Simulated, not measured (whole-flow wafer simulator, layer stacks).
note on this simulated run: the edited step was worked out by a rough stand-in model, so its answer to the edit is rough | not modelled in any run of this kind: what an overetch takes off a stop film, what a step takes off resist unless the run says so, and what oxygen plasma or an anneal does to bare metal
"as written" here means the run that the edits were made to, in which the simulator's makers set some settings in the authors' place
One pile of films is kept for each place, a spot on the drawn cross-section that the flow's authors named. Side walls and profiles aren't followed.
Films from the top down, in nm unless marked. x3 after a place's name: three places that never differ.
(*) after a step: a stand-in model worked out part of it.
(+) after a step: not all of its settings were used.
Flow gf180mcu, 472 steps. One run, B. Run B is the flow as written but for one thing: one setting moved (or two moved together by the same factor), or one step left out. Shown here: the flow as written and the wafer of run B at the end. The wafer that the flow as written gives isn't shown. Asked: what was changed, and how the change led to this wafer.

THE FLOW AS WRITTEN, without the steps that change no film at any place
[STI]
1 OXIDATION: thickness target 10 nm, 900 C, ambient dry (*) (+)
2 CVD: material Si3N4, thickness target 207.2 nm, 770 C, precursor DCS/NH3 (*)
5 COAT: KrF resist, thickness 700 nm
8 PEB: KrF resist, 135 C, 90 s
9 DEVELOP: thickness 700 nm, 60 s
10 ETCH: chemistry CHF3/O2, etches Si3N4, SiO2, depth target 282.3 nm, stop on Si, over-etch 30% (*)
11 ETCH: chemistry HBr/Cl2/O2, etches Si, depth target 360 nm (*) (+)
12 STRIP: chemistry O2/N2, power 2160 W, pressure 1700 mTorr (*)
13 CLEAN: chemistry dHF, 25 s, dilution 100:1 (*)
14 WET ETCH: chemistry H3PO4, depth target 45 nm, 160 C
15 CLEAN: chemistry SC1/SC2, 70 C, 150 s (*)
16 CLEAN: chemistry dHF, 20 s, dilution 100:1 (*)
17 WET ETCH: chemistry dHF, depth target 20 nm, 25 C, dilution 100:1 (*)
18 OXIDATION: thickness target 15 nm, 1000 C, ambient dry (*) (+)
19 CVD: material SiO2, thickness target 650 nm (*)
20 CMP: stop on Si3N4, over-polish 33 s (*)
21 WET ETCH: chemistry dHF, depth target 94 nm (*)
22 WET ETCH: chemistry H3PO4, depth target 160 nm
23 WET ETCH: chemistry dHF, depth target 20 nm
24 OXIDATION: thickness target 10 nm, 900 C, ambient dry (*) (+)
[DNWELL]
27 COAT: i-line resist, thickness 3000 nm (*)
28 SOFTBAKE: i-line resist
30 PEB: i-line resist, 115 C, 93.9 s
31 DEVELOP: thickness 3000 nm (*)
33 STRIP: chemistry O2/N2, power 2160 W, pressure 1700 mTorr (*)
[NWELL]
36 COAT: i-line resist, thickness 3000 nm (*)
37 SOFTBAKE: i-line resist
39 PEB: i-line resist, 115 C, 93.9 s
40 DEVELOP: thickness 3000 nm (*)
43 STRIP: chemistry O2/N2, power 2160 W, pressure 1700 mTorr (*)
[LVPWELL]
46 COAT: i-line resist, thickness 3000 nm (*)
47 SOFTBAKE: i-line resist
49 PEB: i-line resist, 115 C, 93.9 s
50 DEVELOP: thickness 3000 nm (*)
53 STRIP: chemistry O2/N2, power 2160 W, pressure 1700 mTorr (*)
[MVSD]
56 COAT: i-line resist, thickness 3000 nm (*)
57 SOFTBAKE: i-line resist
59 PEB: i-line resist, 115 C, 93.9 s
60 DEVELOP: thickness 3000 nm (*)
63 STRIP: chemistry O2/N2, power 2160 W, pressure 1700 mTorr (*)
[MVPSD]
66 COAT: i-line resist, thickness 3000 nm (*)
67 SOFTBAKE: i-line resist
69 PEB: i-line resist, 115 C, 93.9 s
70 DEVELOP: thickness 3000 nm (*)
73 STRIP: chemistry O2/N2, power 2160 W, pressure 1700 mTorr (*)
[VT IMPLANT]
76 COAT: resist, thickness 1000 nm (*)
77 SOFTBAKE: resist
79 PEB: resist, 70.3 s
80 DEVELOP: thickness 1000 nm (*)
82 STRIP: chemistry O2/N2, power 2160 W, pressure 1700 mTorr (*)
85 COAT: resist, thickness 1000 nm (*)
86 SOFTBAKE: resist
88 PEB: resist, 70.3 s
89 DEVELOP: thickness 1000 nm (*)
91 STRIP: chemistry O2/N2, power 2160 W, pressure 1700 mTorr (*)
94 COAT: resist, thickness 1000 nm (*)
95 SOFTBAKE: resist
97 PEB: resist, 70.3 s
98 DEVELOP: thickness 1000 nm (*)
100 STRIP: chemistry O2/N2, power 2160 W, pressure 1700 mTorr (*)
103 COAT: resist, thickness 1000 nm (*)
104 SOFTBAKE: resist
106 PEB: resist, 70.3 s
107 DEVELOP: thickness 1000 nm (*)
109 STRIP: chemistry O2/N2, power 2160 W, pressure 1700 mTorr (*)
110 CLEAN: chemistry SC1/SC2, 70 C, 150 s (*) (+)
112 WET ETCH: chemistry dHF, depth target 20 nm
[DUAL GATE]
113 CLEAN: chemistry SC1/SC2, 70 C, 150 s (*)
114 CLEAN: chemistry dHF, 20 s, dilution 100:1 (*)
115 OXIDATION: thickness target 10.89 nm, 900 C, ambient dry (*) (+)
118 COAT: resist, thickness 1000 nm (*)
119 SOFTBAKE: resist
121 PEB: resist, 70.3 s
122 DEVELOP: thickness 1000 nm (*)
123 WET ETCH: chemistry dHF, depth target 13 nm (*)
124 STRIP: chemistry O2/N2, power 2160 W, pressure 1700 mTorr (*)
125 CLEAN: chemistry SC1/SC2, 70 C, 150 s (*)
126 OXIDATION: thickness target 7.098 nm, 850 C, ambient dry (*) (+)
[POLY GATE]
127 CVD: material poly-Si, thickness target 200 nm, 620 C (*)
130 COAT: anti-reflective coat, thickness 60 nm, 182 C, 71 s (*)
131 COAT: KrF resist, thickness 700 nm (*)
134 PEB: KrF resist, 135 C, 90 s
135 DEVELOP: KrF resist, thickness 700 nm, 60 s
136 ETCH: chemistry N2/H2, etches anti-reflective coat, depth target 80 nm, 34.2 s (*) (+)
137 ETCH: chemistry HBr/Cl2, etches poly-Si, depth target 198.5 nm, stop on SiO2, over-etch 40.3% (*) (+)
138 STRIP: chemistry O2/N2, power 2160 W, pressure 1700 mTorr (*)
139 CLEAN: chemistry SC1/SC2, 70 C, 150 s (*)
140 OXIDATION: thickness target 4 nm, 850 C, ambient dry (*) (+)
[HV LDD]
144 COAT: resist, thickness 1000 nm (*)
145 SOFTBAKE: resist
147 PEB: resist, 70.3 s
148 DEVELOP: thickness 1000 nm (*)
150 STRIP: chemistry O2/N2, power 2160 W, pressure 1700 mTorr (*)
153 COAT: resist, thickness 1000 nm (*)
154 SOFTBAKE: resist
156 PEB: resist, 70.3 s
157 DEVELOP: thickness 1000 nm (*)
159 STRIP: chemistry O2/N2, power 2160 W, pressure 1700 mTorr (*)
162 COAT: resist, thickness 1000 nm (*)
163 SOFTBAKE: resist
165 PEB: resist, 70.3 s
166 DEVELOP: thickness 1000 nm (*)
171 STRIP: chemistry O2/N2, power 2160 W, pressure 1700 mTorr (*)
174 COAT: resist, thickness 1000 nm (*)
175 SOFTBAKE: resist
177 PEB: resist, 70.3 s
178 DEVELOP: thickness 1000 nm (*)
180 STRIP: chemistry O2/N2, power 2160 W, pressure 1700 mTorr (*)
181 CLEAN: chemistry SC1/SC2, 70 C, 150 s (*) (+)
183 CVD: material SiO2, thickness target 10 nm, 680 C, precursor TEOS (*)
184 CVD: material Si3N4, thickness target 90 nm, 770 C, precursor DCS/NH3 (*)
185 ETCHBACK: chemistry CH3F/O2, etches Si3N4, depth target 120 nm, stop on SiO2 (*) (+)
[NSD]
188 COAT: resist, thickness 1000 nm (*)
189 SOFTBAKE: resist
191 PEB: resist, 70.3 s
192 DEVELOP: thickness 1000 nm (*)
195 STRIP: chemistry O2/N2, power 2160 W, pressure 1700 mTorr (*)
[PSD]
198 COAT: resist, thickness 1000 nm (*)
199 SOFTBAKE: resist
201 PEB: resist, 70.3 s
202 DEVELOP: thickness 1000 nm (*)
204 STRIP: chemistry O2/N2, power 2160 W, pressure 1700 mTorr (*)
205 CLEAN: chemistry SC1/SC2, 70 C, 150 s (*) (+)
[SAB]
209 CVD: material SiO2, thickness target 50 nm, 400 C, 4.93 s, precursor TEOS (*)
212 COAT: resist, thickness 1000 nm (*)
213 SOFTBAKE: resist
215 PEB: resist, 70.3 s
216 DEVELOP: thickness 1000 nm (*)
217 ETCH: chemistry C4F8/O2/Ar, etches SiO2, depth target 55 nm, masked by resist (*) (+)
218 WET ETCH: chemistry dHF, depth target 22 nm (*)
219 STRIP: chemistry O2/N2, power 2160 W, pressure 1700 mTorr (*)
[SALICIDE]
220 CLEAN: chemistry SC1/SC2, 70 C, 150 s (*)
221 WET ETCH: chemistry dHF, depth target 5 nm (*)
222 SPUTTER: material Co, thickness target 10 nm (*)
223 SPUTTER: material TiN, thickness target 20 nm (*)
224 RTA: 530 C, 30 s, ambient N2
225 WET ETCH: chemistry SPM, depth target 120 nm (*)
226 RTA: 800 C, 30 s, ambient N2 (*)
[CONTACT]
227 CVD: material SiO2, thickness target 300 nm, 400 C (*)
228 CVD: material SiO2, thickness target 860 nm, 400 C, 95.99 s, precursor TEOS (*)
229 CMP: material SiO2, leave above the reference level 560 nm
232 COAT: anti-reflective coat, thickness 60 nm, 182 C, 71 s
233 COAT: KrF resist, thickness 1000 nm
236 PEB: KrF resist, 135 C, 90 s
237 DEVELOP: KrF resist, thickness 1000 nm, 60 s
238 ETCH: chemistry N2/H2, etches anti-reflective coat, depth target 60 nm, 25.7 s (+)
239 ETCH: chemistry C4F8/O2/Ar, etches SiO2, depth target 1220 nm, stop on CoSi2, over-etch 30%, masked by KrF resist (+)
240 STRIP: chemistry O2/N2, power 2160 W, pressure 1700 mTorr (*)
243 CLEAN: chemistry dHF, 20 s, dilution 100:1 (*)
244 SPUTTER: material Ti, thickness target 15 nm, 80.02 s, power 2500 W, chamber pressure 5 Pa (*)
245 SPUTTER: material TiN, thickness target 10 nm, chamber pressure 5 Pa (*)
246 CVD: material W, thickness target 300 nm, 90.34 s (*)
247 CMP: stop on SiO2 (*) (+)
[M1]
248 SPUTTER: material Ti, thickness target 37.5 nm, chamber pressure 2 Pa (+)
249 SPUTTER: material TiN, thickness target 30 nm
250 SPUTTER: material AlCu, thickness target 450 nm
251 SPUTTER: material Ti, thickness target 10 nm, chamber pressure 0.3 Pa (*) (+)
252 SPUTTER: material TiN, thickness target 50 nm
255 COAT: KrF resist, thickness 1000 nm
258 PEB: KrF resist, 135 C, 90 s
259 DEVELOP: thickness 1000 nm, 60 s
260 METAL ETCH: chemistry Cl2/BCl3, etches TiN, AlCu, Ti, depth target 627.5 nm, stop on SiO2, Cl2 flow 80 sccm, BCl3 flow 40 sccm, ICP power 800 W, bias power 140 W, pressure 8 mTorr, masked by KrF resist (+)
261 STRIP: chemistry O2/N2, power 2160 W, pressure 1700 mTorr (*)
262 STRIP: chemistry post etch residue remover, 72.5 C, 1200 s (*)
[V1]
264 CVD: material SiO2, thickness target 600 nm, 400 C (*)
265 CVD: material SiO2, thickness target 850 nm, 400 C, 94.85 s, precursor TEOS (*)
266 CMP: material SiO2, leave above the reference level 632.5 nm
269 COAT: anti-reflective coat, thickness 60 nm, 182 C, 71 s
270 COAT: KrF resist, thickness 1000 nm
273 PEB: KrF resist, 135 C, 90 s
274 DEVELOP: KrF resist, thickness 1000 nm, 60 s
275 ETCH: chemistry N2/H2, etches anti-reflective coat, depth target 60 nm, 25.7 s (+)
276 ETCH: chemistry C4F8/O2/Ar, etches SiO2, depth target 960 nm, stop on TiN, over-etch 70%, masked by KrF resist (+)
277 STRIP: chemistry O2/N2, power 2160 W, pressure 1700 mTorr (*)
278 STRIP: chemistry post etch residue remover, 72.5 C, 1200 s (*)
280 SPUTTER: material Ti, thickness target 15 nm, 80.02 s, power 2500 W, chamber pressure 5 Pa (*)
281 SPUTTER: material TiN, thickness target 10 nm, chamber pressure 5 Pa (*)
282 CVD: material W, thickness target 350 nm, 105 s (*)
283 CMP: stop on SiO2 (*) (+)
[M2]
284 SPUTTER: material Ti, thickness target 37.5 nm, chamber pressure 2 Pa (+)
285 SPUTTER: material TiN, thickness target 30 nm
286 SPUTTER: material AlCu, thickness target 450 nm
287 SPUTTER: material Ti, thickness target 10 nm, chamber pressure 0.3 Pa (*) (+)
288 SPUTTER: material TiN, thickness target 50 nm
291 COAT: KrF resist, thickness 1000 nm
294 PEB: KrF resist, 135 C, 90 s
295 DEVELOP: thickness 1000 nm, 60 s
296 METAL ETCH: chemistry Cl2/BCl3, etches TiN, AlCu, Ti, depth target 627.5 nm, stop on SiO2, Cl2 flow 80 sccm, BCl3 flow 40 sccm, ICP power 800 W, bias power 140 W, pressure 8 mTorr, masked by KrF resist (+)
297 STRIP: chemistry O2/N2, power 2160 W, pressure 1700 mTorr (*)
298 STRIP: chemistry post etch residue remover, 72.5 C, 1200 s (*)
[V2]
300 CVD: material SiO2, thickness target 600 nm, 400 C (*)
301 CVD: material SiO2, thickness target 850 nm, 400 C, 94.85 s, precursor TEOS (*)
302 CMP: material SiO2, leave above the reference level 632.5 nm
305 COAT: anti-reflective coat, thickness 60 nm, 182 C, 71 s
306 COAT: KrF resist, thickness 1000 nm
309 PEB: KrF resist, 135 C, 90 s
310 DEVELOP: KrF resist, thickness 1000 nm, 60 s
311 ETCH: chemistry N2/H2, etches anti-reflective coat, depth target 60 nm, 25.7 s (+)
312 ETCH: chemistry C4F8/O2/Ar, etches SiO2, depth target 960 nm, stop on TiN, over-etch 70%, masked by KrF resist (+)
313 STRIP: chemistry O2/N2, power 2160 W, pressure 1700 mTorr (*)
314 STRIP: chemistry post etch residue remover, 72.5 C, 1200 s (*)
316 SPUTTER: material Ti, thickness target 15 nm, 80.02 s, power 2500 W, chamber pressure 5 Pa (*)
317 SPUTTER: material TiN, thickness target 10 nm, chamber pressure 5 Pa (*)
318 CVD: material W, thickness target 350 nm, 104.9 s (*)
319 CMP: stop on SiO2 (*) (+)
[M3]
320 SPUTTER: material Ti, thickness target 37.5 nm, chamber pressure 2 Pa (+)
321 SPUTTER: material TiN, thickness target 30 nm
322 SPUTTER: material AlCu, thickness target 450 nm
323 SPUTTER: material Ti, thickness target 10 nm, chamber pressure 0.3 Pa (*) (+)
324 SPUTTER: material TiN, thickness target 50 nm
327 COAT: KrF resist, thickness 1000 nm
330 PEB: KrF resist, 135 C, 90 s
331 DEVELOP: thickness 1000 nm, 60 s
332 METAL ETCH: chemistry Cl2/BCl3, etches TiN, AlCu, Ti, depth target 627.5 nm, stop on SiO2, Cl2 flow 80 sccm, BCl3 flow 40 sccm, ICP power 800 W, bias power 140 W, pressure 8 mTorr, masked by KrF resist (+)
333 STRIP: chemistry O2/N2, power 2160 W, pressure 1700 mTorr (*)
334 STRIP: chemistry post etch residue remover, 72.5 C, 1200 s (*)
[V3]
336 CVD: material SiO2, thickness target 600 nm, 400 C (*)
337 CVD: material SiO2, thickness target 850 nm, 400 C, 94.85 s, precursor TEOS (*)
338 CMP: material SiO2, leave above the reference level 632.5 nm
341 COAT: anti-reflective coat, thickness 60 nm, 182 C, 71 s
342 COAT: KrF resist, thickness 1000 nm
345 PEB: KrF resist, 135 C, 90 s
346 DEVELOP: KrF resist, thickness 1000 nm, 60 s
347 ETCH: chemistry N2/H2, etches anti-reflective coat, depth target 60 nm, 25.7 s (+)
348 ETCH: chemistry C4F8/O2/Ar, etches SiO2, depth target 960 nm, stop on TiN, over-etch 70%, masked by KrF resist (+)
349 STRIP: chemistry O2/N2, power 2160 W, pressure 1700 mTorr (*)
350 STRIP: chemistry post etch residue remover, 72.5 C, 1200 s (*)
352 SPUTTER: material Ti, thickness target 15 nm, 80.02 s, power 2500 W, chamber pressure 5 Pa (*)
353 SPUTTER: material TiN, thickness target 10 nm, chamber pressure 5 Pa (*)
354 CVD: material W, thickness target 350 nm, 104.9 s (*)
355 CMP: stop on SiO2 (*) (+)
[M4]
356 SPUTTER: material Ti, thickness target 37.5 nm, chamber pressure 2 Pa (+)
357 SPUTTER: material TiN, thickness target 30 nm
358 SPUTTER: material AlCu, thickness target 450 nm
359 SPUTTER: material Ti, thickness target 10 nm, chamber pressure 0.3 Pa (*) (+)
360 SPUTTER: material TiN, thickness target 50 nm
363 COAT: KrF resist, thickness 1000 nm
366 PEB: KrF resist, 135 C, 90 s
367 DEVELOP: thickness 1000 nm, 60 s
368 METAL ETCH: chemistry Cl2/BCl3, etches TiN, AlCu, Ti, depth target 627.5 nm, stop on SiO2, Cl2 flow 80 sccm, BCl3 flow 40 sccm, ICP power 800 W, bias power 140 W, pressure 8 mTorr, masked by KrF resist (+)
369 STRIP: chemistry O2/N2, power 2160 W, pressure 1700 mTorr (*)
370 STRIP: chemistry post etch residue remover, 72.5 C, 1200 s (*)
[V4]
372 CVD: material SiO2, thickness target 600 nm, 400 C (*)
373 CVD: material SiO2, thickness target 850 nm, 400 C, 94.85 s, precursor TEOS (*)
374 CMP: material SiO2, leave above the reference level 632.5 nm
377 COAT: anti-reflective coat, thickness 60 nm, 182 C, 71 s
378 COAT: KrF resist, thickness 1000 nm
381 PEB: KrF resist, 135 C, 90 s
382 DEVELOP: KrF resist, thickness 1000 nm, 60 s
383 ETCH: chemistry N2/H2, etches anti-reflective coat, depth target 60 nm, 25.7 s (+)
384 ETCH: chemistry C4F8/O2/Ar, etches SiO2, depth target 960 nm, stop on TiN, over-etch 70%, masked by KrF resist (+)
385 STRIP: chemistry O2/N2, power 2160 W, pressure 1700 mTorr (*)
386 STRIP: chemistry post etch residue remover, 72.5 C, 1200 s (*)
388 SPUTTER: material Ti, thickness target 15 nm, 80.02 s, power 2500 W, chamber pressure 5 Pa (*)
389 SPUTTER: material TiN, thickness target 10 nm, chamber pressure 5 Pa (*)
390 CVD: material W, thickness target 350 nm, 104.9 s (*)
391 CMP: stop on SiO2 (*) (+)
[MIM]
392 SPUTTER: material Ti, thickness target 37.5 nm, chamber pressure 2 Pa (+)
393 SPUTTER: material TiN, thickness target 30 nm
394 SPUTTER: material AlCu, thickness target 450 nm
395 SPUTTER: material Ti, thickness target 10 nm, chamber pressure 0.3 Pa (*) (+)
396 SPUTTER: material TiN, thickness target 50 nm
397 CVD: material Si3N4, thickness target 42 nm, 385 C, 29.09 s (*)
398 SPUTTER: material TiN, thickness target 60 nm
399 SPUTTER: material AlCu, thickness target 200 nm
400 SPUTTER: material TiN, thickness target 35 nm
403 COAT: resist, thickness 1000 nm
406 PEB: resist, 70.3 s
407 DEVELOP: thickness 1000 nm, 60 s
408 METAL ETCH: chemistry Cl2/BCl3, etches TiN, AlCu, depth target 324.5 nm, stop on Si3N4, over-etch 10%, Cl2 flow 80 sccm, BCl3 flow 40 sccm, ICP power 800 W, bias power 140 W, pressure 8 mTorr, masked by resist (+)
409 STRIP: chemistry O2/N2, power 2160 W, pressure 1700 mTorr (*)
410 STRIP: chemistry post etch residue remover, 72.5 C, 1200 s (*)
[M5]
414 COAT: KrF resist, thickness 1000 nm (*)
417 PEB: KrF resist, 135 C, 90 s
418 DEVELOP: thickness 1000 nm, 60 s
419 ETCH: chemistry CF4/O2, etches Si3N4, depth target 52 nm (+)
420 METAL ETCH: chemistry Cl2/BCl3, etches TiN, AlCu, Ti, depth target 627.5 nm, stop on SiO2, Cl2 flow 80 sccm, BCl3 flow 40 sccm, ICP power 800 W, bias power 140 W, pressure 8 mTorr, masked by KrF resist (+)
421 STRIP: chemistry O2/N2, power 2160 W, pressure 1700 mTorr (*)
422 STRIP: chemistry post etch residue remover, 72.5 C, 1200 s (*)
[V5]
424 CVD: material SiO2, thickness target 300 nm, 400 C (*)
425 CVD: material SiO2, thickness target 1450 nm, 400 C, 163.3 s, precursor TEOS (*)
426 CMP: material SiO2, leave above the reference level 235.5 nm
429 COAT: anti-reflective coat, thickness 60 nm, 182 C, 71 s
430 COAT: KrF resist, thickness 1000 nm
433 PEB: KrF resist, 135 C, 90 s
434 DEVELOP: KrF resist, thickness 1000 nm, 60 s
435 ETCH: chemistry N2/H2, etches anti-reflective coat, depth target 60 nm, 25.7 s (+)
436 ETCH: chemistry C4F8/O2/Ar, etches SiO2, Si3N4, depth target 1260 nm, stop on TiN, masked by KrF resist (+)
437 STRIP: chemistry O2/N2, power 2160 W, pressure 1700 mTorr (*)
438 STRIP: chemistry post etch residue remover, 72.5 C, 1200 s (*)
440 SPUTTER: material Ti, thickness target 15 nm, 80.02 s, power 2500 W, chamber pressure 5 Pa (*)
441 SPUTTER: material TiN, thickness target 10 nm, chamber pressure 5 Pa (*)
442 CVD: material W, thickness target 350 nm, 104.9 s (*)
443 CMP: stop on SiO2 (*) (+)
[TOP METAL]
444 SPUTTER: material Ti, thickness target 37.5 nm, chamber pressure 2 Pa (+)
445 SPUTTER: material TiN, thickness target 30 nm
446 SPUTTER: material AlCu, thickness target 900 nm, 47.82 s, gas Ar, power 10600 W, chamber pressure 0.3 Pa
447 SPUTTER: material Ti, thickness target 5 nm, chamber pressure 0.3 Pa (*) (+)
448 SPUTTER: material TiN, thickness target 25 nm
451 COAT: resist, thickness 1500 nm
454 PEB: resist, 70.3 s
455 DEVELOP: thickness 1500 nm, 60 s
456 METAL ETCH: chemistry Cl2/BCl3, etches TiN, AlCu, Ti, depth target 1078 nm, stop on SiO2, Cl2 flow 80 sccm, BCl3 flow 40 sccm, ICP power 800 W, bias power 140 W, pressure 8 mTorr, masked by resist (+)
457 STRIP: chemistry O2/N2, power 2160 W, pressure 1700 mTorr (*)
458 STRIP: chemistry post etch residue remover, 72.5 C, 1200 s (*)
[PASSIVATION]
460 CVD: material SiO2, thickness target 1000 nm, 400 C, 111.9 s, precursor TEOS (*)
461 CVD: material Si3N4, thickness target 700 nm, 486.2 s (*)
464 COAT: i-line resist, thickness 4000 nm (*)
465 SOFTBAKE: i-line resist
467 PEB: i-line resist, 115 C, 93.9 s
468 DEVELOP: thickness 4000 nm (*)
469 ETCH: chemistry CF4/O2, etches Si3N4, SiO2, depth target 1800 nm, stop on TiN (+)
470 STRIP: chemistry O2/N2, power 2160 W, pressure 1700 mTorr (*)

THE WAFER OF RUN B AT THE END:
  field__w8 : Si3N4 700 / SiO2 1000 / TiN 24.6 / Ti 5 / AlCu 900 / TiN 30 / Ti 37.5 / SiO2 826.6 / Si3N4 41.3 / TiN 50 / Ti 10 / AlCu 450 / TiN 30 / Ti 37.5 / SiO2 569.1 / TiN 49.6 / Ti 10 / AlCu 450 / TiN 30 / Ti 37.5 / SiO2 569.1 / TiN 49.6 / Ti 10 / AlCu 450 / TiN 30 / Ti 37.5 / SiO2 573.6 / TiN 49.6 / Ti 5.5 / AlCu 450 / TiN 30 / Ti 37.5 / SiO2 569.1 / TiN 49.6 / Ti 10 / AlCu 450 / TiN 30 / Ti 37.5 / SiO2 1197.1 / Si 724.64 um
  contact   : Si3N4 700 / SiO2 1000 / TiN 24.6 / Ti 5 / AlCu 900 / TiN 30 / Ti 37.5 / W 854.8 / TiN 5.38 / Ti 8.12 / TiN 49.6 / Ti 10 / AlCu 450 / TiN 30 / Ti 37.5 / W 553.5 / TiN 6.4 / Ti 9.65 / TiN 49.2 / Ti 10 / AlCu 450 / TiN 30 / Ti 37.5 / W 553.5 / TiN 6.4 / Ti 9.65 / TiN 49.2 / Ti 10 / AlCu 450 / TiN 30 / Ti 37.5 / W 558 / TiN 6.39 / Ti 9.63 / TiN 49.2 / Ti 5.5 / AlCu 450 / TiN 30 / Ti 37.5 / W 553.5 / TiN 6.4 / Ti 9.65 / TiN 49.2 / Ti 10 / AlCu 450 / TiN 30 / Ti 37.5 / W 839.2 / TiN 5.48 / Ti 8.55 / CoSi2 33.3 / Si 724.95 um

The cause: step 287, SPUTTER: thickness target 5.5 nm was run, where the flow has thickness target 10 nm.
It can be read off the wafer: field__w8 has Ti 5.5, and step 287 as written asks for 10 nm.

How the change led to this, step by step:
  287 SPUTTER: material Ti, thickness target 10 nm, chamber pressure 0.3 Pa (*) (+)
      field, field__w1, field__w2 and 108 more: Ti +5.5 (new film) (as written it would be: Ti +10 (new film))
  296 METAL ETCH: chemistry Cl2/BCl3, etches TiN, AlCu, Ti, depth target 627.5 nm, stop on SiO2, Cl2 flow 80 sccm, BCl3 flow 40 sccm, ICP power 800 W, bias power 140 W, pressure 8 mTorr, masked by KrF resist (+)
      field, field__w1, field__w2 and 103 more: TiN -50 (all of it), Ti -5.5 (all of it), AlCu -450 (all of it), TiN -30 (all of it), Ti -37.5 (all of it) (as written it would be: TiN -50 (all of it), Ti -10 (all of it), AlCu -450 (all of it), TiN -30 (all of it), Ti -37.5 (all of it))
